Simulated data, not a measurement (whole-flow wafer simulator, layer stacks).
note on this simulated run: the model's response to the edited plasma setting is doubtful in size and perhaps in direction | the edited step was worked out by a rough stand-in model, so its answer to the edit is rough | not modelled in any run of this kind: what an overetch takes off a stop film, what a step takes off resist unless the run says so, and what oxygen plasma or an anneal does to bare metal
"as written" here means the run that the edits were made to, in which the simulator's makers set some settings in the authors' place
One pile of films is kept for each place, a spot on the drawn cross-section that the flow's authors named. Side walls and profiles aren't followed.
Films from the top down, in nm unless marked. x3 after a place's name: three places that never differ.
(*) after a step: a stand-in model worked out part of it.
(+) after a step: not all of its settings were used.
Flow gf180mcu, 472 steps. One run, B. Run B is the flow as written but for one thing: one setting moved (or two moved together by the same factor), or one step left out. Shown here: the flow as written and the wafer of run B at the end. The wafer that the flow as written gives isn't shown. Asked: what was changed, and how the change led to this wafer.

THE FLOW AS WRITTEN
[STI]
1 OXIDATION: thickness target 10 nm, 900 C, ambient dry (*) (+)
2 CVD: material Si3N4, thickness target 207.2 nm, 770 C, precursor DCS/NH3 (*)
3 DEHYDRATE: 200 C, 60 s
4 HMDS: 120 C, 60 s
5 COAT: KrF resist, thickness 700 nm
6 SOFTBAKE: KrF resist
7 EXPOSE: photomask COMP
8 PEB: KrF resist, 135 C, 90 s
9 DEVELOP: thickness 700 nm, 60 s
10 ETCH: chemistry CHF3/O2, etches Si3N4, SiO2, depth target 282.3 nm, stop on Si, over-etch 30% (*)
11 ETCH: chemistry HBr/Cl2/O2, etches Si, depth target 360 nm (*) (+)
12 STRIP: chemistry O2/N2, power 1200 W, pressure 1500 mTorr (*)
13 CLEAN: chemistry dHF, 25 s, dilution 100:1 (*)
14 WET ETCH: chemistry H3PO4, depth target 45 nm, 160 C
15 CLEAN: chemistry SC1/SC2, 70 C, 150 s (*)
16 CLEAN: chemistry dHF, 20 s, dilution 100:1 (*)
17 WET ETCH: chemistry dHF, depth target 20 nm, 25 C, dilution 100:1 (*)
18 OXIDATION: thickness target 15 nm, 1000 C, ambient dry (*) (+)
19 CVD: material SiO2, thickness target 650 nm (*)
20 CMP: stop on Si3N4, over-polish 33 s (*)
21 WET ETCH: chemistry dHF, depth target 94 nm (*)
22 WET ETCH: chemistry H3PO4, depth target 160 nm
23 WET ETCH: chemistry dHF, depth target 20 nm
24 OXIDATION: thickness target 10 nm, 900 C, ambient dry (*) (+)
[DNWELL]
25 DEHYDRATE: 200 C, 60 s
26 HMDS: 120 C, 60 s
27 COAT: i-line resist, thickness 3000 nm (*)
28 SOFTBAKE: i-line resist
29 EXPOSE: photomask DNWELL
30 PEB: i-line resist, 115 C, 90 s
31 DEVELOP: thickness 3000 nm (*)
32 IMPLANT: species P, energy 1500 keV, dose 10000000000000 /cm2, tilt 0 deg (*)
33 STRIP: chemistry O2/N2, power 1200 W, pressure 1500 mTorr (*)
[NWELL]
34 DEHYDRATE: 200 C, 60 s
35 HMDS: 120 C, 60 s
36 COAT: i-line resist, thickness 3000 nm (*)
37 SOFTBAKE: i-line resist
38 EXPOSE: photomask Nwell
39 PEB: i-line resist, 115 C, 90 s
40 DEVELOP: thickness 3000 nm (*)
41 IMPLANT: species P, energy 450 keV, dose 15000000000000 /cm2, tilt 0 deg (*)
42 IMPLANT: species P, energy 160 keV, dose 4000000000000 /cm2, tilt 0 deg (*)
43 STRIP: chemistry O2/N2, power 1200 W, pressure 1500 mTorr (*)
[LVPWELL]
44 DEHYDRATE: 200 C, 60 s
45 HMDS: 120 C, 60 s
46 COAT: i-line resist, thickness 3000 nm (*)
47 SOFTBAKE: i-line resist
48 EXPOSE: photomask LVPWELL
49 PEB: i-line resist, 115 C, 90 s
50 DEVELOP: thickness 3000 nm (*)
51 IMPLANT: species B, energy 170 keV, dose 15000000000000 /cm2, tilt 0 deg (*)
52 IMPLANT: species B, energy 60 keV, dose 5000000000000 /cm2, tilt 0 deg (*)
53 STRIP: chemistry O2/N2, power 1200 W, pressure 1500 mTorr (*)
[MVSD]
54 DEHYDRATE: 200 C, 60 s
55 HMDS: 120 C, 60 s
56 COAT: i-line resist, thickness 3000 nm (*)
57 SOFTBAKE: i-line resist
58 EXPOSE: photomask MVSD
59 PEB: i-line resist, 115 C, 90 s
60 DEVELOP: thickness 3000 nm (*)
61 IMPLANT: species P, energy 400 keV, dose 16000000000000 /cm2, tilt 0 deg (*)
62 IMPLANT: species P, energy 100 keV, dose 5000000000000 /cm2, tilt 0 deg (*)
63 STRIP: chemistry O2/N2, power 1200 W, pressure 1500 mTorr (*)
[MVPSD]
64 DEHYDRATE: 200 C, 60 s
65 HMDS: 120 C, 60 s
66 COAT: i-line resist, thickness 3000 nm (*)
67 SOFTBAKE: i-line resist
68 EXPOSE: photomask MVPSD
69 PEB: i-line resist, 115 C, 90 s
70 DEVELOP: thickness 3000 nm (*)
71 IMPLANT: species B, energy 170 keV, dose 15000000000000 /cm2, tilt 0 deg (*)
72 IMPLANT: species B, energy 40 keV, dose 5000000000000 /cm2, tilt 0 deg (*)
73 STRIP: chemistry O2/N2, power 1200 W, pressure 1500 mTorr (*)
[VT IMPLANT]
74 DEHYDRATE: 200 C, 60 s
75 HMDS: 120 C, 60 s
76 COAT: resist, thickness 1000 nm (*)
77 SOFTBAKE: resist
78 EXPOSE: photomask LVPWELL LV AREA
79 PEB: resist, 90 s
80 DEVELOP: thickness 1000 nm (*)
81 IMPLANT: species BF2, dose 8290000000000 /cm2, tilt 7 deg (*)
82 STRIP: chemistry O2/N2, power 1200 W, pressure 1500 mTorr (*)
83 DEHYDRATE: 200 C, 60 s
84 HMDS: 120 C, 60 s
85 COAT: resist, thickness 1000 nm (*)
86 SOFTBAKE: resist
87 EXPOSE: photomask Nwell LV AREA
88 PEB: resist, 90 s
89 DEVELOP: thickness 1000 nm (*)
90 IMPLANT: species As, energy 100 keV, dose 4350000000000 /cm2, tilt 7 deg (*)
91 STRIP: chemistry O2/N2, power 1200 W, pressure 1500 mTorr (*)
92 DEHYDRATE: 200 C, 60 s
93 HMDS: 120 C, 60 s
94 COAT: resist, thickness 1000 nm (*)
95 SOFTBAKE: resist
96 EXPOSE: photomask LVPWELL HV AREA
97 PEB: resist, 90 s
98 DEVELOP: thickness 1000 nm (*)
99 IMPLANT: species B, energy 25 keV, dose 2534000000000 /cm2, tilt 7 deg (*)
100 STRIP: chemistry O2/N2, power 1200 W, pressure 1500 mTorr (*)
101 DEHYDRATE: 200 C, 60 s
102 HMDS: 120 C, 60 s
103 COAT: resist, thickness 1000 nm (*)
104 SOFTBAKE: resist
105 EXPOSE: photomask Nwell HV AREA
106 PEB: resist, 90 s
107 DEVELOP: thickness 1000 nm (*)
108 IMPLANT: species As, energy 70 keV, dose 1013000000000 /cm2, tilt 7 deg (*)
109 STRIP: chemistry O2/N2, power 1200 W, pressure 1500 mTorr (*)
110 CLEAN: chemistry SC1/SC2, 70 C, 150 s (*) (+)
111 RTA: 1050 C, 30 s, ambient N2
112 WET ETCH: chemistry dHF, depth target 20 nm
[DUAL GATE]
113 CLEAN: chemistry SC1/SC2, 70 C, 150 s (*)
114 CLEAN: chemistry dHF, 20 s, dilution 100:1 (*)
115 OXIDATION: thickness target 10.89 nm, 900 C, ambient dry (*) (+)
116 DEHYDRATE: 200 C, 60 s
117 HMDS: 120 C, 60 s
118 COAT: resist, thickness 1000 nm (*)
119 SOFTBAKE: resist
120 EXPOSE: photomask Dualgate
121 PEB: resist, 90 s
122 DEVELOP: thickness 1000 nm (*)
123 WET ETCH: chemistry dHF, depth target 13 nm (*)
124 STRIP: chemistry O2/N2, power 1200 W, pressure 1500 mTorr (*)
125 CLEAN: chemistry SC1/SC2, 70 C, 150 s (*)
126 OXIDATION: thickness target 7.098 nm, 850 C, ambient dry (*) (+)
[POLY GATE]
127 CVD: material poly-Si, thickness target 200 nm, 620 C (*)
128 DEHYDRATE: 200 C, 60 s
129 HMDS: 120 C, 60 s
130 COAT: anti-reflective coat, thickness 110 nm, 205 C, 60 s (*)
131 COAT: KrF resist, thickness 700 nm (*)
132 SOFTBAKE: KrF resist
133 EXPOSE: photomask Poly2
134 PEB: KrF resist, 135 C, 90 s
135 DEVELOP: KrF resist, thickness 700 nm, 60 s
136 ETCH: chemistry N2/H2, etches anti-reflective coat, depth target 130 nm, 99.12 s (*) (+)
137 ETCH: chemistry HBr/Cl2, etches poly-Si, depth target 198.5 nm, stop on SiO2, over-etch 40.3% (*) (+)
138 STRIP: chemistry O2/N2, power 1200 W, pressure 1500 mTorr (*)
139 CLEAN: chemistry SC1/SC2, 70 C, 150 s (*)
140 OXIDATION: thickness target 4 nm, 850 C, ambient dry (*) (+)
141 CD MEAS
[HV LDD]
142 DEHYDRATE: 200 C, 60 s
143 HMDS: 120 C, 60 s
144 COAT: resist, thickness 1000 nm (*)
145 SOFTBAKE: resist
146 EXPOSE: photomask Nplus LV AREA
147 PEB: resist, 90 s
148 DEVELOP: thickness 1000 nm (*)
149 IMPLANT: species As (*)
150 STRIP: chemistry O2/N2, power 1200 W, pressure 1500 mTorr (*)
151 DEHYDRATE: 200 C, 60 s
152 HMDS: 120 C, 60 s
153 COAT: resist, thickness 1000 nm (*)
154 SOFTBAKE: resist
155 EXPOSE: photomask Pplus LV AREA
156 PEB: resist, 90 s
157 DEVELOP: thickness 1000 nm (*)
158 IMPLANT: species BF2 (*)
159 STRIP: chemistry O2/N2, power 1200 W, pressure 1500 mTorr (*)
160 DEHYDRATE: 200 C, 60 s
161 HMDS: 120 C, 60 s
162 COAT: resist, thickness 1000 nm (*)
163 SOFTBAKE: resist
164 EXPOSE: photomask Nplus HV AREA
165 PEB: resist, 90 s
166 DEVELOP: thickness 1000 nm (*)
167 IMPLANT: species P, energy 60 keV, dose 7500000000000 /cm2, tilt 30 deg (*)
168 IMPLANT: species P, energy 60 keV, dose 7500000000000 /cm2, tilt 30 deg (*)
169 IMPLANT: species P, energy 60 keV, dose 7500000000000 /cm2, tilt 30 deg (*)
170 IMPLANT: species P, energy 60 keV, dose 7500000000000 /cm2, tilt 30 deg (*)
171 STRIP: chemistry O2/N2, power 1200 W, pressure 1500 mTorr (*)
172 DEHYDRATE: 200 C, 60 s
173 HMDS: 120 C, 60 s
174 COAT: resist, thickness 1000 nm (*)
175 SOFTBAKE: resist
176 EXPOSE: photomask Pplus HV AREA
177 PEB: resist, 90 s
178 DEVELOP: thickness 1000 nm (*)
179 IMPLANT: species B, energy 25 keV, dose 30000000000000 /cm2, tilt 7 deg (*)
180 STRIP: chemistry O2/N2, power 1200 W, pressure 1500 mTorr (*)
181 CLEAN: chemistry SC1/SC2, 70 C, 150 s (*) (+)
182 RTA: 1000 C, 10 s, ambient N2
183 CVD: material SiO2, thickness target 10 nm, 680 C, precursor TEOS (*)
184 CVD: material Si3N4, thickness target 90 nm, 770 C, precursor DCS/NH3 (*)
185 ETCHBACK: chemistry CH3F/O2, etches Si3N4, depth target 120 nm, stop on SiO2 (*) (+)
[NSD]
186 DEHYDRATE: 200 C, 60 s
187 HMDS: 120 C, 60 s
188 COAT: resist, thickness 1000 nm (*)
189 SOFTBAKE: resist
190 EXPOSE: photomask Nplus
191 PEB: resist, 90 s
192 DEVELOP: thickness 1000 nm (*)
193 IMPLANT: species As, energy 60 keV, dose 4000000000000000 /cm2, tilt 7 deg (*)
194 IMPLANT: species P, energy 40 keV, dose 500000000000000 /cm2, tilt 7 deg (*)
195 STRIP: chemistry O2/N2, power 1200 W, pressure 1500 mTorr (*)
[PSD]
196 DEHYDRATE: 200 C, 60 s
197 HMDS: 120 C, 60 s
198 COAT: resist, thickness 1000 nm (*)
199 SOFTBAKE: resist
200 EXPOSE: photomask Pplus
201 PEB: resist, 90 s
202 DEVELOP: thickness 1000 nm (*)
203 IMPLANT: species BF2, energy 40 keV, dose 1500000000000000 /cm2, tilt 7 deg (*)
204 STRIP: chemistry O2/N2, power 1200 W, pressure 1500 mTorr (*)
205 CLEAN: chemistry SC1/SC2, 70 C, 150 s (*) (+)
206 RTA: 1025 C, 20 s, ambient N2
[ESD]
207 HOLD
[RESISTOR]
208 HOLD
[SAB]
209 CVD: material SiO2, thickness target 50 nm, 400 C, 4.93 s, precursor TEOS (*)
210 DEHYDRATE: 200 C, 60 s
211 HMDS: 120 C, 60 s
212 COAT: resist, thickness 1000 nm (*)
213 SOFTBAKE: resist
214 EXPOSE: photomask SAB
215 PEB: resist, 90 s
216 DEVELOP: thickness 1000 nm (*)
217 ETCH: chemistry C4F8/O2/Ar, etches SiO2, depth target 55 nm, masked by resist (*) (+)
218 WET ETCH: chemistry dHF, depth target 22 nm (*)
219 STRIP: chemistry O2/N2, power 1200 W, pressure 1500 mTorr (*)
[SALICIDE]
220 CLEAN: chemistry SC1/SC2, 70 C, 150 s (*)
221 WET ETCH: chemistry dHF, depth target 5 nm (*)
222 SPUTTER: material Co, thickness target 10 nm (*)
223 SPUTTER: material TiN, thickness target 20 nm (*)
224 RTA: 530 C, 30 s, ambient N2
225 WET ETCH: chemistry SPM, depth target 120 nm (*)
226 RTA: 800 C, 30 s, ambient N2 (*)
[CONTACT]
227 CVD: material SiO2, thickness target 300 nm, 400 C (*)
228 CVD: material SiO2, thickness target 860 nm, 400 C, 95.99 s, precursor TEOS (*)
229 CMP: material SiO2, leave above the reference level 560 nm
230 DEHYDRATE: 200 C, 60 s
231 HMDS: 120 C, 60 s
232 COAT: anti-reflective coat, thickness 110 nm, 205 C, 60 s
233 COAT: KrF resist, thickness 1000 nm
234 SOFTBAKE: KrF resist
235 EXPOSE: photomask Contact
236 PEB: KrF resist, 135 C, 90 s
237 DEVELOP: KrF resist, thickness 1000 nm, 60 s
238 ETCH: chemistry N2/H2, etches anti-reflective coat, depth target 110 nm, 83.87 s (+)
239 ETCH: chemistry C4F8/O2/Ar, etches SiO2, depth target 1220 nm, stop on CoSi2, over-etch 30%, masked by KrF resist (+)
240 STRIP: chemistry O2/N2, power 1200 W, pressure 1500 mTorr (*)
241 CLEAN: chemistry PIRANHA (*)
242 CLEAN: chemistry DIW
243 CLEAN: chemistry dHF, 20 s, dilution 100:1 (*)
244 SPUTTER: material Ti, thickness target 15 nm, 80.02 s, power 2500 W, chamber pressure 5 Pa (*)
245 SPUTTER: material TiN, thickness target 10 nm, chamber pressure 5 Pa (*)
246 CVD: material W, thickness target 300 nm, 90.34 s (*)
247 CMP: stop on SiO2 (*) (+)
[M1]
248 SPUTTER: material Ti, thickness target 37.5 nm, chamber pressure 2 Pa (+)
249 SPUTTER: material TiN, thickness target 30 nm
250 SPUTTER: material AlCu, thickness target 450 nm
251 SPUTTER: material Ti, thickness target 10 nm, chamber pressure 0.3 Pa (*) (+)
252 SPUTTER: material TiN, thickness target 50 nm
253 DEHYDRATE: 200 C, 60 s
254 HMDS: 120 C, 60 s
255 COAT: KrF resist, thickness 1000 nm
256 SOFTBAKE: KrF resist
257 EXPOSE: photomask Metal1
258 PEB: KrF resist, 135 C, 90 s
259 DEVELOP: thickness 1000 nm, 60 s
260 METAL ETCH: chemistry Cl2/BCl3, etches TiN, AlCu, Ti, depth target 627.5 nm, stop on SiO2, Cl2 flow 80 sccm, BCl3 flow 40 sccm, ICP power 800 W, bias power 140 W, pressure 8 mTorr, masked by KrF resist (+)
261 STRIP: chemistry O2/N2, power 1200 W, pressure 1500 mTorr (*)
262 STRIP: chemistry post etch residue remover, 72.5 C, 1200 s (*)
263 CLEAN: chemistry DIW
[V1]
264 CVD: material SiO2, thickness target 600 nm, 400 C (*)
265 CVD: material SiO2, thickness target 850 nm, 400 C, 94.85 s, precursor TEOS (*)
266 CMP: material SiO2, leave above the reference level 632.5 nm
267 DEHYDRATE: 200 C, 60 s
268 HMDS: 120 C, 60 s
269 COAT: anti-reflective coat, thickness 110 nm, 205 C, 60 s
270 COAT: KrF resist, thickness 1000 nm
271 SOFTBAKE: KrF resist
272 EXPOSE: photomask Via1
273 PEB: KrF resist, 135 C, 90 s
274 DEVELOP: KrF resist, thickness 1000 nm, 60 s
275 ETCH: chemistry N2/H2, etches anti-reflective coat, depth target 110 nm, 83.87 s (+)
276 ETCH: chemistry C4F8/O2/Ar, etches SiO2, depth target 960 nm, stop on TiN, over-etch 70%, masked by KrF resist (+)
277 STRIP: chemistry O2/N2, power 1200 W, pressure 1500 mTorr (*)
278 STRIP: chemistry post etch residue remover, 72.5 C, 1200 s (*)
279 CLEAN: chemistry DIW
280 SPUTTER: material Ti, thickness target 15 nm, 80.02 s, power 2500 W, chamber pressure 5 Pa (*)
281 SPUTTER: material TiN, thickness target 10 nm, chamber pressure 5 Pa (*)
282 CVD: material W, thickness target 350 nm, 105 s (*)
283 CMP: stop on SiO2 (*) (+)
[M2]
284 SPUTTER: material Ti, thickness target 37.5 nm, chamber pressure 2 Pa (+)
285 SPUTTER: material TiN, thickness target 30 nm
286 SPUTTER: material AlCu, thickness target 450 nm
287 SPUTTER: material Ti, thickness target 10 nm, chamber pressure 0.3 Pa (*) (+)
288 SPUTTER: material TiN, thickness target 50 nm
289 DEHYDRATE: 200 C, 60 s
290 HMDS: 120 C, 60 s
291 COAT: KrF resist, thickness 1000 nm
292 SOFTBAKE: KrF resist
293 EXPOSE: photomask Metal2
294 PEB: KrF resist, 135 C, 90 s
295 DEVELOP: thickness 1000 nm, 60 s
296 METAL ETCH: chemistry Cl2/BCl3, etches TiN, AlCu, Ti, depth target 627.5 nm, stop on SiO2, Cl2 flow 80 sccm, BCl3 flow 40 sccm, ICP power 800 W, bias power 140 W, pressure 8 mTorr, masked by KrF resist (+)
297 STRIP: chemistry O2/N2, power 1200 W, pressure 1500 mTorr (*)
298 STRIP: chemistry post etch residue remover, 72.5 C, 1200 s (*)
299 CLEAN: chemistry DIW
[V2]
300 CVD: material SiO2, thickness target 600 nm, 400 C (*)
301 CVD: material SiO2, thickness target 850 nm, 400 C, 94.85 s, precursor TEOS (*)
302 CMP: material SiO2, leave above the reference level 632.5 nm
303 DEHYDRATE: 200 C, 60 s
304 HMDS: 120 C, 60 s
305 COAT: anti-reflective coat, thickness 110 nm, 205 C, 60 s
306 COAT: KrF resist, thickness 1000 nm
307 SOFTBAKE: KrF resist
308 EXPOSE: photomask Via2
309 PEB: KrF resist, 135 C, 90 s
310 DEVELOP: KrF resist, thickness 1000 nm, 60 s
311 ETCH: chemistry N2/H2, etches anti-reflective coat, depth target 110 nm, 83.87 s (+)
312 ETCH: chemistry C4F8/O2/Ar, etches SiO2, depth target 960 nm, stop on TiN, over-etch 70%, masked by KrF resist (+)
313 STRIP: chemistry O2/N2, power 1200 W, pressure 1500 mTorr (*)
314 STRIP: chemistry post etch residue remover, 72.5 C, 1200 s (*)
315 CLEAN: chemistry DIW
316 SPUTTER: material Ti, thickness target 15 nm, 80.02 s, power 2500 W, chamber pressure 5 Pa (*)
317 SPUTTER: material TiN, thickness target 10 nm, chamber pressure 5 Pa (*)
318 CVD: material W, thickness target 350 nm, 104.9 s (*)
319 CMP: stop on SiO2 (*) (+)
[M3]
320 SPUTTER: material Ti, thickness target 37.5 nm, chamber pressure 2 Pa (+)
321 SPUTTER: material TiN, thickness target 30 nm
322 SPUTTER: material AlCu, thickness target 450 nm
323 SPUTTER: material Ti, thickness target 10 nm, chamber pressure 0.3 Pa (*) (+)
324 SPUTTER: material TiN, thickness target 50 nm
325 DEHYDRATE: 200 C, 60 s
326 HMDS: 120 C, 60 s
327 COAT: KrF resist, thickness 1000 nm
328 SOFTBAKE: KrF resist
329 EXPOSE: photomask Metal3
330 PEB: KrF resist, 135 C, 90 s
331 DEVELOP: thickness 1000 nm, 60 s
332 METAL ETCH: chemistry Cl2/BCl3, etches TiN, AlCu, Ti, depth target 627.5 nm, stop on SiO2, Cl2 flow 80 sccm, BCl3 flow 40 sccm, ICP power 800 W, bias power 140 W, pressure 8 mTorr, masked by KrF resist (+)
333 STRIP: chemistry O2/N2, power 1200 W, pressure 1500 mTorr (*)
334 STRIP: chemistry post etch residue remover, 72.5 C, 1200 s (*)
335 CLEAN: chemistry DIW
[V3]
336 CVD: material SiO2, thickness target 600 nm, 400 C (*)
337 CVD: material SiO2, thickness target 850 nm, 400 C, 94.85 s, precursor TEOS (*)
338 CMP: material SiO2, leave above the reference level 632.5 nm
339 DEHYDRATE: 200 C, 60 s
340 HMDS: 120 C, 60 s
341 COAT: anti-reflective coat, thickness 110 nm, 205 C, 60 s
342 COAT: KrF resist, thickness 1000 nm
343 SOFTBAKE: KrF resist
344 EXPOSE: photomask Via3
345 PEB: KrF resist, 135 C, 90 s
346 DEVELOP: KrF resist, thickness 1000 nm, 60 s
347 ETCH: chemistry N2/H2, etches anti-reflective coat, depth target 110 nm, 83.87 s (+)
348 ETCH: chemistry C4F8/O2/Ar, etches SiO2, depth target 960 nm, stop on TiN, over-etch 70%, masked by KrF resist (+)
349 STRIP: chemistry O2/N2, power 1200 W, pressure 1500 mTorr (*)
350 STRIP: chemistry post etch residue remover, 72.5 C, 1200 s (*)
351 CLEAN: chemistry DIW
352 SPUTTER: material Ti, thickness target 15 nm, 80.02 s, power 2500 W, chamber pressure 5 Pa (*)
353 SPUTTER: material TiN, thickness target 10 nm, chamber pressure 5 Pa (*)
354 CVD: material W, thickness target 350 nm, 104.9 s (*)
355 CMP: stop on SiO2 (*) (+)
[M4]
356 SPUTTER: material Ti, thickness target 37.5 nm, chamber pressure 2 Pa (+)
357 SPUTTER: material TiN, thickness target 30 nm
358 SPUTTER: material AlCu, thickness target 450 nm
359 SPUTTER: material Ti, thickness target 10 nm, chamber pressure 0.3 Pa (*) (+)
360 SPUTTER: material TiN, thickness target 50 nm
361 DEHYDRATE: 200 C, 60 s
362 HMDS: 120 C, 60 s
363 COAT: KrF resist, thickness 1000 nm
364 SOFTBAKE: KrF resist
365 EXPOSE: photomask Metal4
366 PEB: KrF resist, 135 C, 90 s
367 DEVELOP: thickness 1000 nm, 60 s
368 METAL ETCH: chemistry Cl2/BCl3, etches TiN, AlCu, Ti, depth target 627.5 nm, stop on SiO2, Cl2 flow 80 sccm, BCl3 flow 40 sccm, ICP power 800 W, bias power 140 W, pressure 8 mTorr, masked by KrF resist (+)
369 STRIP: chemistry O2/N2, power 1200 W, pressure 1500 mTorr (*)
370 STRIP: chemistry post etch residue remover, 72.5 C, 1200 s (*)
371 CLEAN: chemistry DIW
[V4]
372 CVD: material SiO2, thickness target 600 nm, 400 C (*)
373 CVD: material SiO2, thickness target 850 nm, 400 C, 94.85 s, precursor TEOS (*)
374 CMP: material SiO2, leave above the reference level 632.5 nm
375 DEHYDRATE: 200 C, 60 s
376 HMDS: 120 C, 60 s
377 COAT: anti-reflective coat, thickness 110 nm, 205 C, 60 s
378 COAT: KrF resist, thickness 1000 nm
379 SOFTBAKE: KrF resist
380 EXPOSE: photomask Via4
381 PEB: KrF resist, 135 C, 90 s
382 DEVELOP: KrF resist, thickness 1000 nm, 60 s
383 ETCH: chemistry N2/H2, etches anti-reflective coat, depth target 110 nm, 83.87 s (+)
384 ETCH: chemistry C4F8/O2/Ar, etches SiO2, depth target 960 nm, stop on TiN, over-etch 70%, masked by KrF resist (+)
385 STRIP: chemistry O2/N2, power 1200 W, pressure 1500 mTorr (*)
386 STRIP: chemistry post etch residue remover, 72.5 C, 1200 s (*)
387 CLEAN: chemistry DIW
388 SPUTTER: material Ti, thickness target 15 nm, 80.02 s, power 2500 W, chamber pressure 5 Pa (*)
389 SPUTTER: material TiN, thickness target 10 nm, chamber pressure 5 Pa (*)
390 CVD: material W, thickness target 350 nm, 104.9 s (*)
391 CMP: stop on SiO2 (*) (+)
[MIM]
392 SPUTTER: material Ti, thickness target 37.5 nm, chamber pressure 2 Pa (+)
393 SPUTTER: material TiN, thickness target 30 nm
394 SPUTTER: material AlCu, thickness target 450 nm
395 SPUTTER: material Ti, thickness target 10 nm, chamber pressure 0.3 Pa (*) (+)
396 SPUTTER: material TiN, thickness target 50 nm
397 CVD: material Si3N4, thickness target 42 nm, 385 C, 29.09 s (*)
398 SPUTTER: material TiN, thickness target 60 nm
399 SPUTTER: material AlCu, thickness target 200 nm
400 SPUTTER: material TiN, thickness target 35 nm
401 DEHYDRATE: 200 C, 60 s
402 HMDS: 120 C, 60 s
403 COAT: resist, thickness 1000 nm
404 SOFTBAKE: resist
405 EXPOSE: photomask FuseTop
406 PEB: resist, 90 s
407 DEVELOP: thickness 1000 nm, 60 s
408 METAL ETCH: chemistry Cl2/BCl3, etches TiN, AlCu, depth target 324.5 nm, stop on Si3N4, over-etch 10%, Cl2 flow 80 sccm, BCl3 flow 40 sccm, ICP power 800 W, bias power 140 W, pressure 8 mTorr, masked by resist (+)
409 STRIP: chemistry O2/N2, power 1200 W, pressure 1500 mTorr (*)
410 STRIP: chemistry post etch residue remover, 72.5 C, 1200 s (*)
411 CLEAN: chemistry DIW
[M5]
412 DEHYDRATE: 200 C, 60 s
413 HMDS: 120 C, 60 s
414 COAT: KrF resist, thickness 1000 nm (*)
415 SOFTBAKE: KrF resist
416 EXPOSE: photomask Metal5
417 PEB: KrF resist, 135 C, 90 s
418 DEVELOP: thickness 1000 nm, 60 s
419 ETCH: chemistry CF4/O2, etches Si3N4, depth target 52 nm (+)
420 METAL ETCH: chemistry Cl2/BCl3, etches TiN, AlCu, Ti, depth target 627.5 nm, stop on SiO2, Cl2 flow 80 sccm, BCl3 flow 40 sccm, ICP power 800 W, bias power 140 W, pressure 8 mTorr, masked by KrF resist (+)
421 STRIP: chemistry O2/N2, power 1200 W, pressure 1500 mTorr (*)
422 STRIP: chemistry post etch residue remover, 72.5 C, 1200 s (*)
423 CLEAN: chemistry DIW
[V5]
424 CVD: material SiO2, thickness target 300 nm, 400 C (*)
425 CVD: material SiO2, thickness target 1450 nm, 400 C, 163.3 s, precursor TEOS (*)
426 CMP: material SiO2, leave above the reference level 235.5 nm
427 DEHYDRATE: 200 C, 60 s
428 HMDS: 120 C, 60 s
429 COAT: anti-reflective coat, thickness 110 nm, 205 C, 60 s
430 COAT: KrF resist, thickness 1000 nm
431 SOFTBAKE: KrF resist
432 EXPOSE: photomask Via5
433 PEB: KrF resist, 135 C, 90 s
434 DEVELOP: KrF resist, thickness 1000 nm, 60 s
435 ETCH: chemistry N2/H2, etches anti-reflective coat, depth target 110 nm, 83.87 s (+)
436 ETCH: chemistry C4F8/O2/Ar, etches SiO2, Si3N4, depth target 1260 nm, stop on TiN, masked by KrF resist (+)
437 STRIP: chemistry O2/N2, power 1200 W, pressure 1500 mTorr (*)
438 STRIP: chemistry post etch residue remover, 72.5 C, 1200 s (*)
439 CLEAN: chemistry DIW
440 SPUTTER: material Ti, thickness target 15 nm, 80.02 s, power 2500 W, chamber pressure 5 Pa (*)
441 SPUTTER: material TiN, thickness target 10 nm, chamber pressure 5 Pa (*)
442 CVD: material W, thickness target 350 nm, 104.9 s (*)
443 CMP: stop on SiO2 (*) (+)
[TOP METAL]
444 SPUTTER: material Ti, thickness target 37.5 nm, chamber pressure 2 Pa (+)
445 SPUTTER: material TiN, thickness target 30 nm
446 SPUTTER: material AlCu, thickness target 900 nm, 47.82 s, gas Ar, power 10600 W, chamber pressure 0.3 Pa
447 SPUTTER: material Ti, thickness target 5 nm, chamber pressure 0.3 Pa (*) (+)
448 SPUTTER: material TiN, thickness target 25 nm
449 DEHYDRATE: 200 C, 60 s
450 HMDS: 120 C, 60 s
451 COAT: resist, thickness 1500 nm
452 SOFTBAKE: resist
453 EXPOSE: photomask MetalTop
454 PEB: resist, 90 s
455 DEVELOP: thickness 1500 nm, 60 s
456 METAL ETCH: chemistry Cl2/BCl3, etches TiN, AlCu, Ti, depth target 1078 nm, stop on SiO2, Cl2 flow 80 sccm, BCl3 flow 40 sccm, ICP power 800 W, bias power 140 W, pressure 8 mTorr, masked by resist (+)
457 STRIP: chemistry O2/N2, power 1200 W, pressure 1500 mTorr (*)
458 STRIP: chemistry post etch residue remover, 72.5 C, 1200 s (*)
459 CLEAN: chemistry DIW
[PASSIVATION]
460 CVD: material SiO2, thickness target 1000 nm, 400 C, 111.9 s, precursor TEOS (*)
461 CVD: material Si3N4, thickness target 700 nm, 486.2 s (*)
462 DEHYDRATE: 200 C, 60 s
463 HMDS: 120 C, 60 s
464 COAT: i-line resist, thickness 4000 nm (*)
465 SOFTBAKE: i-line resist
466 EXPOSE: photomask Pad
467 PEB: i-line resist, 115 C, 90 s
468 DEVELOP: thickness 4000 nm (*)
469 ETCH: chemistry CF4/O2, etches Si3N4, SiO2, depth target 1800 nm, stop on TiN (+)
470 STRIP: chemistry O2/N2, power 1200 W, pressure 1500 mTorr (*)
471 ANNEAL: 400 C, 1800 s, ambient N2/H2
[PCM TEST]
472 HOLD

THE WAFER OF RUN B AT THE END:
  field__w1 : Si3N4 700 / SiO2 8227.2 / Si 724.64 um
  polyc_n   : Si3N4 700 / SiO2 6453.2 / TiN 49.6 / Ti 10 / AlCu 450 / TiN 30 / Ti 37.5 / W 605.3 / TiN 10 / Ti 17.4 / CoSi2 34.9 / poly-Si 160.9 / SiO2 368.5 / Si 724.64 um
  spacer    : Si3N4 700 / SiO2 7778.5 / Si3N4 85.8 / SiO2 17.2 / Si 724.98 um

The cause: step 244, SPUTTER: power 2800 W was run, where the flow has power 2500 W.

How the change led to this, step by step:
  244 SPUTTER: material Ti, thickness target 15 nm, 80.02 s, power 2500 W, chamber pressure 5 Pa (*)
      field, field__w1, field__w2 and 107 more: Ti +17.4 (new film) (as written it would be: Ti +15 (new film))
      contact: Ti +9.76 (new film) (as written it would be: Ti +8.55 (new film))
  247 CMP: stop on SiO2 (*) (+)
      field, field__w1, field__w2 and 105 more: W -300 (all of it), TiN -10 (all of it), Ti -17.4 (all of it), SiO2 -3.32 (as written it would be: W -300 (all of it), TiN -10 (all of it), Ti -15 (all of it), SiO2 -3.29)
